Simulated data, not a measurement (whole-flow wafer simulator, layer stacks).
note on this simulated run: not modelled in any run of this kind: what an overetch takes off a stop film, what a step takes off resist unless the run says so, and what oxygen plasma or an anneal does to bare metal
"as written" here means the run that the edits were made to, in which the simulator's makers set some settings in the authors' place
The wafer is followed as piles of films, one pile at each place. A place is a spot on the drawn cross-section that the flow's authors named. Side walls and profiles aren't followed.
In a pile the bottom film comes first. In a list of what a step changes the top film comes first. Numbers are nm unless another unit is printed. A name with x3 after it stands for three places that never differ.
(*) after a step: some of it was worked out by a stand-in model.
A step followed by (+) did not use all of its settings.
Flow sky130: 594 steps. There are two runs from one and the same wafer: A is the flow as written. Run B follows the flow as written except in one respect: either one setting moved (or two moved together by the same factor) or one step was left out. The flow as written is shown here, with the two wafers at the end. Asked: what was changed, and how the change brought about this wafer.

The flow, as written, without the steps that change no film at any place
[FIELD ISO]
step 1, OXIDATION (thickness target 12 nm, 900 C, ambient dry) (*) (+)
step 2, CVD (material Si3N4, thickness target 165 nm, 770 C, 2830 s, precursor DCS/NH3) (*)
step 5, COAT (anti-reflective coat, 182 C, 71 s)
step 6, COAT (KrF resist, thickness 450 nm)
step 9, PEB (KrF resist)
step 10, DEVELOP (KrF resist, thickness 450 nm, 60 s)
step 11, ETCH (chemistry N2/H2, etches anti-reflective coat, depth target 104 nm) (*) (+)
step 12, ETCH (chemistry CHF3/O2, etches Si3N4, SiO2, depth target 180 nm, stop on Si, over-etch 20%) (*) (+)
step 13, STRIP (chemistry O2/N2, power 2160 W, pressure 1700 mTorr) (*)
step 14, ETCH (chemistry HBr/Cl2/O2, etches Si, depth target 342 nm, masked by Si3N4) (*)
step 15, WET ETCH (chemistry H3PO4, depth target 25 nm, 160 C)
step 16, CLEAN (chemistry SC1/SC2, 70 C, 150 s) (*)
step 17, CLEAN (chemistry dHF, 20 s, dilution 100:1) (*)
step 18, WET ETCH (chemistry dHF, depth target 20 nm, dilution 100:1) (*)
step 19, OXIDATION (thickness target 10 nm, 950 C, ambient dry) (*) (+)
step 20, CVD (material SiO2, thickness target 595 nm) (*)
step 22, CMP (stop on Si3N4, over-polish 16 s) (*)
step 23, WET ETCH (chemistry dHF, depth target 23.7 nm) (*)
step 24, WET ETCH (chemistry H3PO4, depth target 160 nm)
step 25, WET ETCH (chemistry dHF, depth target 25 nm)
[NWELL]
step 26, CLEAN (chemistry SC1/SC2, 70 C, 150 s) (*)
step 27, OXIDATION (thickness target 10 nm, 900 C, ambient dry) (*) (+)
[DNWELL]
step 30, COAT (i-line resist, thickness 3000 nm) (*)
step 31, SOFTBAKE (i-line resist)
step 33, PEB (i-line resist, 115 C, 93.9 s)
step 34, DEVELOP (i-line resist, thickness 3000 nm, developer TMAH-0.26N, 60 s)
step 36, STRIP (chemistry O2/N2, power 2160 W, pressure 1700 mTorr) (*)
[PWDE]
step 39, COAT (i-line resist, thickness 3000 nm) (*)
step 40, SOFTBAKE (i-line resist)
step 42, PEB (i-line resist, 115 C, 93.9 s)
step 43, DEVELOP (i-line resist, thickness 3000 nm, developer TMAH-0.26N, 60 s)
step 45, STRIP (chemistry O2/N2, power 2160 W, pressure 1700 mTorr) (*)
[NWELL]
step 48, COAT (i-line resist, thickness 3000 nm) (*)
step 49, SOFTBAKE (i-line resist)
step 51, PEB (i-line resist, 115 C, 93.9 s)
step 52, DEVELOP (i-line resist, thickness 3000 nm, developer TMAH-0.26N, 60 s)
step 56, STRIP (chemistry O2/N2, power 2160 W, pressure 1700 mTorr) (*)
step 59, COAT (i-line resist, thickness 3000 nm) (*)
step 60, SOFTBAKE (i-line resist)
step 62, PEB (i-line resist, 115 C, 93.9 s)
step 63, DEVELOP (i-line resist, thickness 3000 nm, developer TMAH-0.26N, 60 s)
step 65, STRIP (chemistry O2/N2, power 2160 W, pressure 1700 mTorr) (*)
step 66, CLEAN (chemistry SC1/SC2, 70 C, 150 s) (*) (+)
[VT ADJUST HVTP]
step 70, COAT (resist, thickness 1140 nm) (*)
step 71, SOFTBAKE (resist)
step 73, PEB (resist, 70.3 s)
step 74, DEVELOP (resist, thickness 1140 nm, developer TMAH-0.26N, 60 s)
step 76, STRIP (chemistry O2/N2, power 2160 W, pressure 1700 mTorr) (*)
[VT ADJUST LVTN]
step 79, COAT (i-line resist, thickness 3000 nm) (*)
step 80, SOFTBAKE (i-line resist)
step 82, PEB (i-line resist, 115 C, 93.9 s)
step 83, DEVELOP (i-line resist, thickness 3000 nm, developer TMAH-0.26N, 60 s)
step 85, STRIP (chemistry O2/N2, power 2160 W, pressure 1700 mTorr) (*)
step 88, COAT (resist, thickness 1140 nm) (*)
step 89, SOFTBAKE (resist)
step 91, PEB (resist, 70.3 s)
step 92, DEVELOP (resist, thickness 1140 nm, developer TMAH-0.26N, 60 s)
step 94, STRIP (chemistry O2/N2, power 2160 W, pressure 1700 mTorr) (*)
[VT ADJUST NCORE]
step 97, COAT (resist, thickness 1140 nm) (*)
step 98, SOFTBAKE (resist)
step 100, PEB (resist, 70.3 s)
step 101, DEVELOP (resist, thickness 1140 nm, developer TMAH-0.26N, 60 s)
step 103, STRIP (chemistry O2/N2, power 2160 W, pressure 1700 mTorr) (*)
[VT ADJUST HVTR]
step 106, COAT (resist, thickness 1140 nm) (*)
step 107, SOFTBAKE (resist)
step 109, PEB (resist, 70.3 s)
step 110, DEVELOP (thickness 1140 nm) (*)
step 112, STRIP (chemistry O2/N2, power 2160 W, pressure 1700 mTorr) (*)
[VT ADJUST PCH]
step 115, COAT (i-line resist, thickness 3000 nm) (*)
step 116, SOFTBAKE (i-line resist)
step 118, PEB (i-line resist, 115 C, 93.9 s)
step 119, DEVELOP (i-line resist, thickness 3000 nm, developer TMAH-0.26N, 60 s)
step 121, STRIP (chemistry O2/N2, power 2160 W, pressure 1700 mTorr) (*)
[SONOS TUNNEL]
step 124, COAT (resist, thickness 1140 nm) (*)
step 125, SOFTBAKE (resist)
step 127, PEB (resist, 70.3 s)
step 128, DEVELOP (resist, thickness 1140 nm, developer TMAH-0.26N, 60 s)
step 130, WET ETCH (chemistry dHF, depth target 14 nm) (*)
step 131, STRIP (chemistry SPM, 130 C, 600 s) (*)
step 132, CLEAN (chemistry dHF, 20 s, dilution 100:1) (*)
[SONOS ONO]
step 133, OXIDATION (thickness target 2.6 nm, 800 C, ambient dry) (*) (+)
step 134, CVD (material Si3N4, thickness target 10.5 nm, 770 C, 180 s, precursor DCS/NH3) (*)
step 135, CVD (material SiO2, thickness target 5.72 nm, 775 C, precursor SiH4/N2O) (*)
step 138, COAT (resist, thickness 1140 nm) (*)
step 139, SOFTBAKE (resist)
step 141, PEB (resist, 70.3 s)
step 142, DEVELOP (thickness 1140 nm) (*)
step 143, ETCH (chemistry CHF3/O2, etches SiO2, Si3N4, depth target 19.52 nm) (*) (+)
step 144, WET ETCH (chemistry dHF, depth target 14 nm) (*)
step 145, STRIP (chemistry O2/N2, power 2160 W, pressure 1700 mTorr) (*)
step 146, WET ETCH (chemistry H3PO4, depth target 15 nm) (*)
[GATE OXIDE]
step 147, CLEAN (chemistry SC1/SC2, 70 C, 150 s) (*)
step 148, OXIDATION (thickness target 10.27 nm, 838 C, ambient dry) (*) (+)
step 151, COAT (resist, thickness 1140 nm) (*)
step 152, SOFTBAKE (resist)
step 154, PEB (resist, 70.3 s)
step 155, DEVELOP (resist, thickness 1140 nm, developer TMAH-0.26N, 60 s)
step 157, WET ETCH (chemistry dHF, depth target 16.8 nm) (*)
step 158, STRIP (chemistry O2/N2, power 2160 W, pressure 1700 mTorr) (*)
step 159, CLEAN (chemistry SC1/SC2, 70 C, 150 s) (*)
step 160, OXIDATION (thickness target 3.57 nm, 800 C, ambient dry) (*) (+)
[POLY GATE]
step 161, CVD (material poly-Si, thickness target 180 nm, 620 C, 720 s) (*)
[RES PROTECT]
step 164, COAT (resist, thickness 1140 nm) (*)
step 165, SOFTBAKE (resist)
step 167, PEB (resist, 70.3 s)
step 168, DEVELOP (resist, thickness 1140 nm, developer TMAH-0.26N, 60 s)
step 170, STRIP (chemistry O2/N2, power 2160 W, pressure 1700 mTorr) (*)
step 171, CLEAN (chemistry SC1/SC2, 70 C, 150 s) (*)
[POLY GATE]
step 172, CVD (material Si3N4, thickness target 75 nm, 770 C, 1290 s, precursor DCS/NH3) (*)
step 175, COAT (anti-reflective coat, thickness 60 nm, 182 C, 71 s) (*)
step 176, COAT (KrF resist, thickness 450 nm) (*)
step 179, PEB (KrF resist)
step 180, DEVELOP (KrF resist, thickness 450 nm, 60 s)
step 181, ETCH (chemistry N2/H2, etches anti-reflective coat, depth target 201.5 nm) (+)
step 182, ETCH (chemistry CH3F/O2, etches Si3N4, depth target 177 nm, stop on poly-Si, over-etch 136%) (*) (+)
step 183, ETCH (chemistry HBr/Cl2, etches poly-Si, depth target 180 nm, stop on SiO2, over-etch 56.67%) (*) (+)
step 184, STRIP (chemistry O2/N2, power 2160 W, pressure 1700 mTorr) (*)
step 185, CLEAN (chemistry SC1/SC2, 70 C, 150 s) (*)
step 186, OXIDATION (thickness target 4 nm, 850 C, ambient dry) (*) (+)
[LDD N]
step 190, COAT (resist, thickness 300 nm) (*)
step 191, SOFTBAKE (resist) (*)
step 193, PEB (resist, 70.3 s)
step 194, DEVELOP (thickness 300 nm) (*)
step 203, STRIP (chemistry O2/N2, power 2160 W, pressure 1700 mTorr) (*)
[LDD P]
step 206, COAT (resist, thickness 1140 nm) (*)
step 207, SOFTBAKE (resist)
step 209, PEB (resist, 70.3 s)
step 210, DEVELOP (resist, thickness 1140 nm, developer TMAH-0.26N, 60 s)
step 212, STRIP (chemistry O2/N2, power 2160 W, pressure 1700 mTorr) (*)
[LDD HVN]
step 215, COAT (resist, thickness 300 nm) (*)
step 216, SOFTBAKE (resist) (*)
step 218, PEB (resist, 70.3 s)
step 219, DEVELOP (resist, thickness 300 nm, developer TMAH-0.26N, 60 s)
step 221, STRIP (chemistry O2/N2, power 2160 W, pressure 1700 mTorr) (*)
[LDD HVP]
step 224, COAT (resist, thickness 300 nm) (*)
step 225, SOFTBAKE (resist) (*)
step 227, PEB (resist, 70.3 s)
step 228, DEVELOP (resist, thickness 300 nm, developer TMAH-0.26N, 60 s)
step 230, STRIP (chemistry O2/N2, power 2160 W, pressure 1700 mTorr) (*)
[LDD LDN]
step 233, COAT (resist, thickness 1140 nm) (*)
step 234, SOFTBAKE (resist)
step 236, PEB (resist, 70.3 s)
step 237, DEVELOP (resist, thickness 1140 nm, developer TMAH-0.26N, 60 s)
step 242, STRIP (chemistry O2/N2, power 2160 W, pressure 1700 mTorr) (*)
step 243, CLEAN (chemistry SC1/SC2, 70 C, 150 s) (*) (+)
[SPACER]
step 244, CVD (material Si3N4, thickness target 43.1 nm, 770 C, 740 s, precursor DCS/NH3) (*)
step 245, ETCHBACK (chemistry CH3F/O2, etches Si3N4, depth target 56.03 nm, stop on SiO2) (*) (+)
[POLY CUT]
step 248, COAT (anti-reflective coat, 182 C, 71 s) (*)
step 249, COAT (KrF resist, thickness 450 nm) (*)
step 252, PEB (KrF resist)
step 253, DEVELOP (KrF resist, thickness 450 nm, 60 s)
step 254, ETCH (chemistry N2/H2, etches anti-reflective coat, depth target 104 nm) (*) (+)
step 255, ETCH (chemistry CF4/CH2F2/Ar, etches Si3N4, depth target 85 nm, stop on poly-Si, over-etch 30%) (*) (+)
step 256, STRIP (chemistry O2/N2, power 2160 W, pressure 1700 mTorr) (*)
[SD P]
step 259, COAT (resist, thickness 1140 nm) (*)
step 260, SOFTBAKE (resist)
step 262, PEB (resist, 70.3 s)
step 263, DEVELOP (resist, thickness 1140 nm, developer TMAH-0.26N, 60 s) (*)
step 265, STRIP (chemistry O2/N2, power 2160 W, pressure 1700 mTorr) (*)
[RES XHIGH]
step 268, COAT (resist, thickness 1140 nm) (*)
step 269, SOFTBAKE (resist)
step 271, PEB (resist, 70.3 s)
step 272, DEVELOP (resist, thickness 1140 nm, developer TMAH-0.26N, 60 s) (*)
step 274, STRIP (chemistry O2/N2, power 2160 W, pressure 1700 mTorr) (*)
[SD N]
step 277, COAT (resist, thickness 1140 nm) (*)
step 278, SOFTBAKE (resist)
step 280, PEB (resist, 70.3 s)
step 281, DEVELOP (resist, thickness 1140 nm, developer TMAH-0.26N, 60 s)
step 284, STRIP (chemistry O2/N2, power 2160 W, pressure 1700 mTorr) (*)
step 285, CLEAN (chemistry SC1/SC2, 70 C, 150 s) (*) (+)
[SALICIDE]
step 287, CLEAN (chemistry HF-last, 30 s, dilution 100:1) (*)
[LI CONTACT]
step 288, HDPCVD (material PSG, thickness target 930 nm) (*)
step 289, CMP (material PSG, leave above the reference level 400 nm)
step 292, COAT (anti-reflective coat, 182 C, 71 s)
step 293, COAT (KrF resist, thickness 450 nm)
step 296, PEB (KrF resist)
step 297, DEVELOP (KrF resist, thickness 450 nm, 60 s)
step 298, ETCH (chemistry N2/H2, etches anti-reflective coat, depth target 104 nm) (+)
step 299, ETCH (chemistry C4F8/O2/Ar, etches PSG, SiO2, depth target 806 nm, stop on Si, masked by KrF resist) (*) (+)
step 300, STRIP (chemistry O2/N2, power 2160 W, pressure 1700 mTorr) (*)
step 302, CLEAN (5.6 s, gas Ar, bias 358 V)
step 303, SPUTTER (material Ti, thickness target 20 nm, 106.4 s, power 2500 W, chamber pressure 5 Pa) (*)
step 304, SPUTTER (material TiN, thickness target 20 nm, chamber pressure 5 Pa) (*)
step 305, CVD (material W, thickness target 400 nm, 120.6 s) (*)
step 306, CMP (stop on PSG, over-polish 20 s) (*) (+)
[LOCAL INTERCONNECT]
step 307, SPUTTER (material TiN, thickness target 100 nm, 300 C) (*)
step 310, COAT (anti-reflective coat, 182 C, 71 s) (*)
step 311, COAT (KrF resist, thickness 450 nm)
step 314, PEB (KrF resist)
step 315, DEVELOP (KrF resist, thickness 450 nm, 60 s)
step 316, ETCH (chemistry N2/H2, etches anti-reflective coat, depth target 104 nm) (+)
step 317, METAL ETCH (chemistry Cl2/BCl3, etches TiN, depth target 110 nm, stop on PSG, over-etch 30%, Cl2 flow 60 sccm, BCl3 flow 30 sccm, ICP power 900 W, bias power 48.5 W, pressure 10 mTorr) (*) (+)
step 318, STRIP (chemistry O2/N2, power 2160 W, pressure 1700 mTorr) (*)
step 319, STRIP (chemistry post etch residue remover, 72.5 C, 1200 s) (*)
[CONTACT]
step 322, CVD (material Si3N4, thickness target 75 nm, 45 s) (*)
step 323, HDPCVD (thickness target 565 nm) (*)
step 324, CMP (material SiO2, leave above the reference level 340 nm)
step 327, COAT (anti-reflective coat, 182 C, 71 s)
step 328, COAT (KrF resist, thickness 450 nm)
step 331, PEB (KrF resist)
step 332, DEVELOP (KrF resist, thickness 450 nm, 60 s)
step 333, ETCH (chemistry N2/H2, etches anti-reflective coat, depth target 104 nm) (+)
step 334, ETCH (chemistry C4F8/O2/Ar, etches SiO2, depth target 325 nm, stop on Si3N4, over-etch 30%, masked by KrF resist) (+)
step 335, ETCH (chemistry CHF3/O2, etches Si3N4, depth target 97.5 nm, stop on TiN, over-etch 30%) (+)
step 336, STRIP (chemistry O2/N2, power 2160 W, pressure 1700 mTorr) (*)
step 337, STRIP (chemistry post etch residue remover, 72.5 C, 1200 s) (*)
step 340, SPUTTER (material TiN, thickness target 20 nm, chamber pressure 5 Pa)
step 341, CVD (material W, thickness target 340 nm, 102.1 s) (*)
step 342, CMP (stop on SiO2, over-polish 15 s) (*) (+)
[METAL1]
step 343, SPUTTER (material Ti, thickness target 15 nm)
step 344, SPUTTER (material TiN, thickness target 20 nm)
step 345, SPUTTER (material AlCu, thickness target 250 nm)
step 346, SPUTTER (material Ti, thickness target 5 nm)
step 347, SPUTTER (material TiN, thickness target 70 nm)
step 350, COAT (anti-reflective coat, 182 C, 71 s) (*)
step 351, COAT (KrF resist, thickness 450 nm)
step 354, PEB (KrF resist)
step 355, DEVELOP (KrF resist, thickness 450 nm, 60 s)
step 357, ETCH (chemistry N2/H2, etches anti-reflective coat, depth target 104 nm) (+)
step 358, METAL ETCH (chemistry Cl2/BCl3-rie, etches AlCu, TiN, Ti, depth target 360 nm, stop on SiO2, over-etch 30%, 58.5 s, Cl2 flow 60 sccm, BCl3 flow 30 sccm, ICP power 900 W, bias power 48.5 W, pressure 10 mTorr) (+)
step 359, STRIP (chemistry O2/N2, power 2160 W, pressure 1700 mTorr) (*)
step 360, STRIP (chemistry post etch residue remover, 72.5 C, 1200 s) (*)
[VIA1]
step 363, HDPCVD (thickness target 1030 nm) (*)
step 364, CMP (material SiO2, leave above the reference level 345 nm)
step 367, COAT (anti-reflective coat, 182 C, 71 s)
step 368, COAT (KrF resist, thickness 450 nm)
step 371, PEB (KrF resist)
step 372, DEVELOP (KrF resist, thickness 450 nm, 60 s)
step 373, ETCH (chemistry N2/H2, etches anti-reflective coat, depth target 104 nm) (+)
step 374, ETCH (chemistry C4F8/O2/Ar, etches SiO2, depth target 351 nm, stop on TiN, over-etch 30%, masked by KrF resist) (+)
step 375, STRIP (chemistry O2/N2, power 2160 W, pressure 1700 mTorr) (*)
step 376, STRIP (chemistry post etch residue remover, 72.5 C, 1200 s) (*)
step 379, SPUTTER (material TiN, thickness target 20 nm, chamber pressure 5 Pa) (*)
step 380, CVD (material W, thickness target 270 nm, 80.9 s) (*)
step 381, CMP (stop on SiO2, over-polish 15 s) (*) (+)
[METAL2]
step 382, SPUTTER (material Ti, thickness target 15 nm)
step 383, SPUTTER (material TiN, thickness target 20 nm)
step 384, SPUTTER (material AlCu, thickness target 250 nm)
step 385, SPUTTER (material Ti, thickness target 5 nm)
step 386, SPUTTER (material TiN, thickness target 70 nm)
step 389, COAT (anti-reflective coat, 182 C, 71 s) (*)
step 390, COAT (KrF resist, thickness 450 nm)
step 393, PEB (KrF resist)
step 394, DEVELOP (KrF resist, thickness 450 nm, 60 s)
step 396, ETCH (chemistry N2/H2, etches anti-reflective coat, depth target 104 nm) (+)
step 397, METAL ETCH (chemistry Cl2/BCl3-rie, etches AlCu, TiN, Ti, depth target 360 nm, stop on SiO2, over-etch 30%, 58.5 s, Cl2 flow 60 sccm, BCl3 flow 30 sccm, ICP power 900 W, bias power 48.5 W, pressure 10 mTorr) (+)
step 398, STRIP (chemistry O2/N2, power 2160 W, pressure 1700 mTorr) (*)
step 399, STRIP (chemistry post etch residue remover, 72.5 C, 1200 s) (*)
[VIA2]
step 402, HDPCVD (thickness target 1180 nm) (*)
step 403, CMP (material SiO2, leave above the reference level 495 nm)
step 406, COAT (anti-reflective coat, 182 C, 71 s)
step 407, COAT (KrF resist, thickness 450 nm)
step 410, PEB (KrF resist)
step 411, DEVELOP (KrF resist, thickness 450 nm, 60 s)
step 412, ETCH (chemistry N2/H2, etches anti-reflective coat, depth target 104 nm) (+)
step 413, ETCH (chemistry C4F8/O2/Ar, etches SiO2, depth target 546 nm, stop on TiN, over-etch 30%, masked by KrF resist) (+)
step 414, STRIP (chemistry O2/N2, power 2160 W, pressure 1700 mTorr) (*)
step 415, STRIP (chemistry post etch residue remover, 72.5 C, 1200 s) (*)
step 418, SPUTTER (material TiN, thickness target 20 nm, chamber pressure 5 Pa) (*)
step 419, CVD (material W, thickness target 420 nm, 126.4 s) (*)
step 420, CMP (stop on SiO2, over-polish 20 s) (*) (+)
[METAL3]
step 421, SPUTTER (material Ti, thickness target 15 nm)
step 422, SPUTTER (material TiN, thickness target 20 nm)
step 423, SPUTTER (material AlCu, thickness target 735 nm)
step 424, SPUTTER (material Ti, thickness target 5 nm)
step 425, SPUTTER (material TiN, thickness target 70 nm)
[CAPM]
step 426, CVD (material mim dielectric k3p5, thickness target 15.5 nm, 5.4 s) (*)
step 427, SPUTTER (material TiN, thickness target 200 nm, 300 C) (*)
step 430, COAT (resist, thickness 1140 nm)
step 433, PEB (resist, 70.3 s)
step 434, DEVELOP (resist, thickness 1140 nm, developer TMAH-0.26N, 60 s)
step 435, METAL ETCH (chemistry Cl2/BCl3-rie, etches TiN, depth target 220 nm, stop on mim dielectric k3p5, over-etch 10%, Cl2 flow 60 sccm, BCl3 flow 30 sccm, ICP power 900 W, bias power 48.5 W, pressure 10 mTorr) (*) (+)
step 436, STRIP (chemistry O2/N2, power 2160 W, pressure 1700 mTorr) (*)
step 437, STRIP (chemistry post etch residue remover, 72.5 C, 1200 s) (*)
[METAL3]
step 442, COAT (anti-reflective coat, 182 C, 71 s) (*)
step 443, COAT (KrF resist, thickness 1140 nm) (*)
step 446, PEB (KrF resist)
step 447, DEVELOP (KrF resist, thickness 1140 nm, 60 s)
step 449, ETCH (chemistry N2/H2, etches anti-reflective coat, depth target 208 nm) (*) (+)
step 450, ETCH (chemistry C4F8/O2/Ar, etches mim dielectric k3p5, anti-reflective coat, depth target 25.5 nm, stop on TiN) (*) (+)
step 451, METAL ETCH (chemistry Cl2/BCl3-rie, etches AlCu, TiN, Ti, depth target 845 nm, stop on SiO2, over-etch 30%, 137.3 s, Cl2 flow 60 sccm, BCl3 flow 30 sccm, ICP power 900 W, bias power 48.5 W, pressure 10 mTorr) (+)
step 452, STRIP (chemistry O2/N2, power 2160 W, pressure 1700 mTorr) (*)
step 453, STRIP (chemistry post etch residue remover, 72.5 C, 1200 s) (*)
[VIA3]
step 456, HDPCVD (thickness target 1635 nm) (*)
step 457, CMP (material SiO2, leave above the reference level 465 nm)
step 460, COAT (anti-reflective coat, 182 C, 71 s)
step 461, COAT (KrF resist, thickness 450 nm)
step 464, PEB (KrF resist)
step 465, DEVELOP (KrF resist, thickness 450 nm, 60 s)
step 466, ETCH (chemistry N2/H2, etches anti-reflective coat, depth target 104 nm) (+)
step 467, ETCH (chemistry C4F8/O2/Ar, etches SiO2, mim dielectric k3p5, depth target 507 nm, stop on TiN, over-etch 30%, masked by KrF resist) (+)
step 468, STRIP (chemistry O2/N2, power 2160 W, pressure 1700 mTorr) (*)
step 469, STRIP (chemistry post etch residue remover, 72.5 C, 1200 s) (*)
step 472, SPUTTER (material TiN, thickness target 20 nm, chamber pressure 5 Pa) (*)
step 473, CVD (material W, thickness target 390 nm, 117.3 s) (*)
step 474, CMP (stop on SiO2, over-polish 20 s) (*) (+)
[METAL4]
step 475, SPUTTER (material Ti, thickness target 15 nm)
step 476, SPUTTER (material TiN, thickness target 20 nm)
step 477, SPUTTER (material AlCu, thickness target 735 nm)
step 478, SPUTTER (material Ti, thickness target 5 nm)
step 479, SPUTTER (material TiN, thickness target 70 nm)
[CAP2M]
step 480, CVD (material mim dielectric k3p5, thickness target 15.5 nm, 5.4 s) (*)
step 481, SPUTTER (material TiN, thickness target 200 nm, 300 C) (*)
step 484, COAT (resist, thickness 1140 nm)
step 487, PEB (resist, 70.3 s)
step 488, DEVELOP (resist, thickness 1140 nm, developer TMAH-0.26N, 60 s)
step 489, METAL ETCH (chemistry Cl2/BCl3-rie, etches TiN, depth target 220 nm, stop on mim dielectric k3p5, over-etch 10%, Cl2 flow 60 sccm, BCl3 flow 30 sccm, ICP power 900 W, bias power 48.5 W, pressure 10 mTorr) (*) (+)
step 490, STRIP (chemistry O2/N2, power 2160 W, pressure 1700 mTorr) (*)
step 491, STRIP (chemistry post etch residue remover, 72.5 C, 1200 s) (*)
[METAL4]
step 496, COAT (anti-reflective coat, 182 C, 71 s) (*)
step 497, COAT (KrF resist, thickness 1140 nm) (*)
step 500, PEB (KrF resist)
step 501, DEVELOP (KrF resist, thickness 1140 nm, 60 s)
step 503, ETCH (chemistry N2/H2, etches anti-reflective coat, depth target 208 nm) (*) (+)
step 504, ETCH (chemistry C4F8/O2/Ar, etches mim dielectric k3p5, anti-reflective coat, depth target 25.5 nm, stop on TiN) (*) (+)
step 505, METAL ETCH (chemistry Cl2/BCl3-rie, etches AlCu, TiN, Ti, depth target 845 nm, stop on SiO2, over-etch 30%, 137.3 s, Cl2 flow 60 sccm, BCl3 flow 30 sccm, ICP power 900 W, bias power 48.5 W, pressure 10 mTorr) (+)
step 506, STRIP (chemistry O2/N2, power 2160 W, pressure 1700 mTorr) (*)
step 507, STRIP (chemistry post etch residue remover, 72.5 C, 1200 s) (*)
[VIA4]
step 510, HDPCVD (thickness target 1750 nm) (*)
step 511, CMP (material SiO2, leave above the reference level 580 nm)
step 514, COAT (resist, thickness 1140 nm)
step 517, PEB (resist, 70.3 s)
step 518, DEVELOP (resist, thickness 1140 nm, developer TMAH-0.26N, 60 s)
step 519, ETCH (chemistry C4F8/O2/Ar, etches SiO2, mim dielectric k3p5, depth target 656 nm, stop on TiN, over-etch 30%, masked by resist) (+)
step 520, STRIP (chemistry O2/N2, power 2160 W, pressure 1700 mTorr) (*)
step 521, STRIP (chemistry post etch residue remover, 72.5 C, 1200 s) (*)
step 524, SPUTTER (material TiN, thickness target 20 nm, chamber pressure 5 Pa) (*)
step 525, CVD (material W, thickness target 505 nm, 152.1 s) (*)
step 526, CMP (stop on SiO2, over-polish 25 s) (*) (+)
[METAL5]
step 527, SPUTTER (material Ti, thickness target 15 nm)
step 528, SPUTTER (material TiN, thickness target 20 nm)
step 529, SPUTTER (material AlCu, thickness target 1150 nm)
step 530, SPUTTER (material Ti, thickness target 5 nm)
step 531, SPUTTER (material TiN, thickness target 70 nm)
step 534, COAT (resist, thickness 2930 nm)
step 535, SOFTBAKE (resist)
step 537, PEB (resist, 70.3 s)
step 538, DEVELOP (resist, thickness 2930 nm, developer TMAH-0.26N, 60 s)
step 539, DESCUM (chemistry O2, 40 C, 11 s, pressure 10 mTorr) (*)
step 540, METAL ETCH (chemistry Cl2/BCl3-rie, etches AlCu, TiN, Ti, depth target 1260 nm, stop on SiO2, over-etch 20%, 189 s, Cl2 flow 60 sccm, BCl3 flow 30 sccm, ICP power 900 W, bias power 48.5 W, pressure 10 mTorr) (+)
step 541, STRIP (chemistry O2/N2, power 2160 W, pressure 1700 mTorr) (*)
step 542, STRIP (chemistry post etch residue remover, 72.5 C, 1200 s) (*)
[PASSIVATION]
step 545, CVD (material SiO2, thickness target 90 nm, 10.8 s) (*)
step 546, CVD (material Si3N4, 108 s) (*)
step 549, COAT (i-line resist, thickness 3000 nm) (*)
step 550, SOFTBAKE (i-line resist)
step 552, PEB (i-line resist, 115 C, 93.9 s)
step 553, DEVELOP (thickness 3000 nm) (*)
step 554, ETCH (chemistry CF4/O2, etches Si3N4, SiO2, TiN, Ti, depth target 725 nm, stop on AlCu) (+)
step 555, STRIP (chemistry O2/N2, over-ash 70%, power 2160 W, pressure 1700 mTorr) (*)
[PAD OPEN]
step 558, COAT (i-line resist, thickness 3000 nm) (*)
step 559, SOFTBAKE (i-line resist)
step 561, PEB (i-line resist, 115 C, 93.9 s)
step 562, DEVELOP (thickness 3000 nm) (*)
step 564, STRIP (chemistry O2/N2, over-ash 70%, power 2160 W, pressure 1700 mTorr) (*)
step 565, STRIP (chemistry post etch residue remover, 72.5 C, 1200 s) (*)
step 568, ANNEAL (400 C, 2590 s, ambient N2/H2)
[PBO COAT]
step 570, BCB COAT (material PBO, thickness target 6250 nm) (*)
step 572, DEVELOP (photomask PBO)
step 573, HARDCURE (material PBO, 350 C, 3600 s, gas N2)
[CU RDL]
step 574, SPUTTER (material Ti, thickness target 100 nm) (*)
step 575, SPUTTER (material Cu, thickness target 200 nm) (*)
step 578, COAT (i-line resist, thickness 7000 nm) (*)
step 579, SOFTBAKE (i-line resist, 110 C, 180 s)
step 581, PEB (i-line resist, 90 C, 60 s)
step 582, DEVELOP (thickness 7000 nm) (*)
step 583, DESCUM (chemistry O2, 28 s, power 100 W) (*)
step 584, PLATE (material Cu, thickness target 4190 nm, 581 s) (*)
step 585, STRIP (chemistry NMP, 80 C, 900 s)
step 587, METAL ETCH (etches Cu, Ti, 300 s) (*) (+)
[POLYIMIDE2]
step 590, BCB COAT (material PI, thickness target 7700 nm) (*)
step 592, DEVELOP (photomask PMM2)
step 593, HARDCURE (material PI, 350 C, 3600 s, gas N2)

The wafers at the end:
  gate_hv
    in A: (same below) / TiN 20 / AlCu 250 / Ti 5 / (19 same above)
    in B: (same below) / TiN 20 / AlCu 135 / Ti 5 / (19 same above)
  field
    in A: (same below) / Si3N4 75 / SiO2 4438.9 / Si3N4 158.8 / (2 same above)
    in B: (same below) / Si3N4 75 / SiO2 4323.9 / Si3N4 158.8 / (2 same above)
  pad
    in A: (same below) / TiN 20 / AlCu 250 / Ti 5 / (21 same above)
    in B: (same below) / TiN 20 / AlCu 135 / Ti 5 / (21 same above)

What caused this: step 384, SPUTTER: thickness target 135 nm was run, while the flow as written has thickness target 250 nm.
The wafer lets one read it off: gate_hv has AlCu 135, and step 384 as written asks for 250 nm.

Step by step, how the change led to this:
  step 384, SPUTTER (material AlCu, thickness target 250 nm)
      field, active, n_well and 188 more: A +250 AlCu (new film) | B +135 AlCu (new film)
  step 397, METAL ETCH (chemistry Cl2/BCl3-rie, etches AlCu, TiN, Ti, depth target 360 nm, stop on SiO2, over-etch 30%, 58.5 s, Cl2 flow 60 sccm, BCl3 flow 30 sccm, ICP power 900 W, bias power 48.5 W, pressure 10 mTorr) (+)
      field, active, gate and 82 more: A -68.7 TiN (all of it), -5 Ti (all of it), -250 AlCu (all of it), -20 TiN (all of it), -15 Ti (all of it), -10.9 SiO2 | B -68.7 TiN (all of it), -5 Ti (all of it), -135 AlCu (all of it), -20 TiN (all of it), -15 Ti (all of it), -22.4 SiO2
  step 403, CMP (material SiO2, leave above the reference level 495 nm)
      field, active, gate and 82 more: A -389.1 SiO2 | B -492.6 SiO2
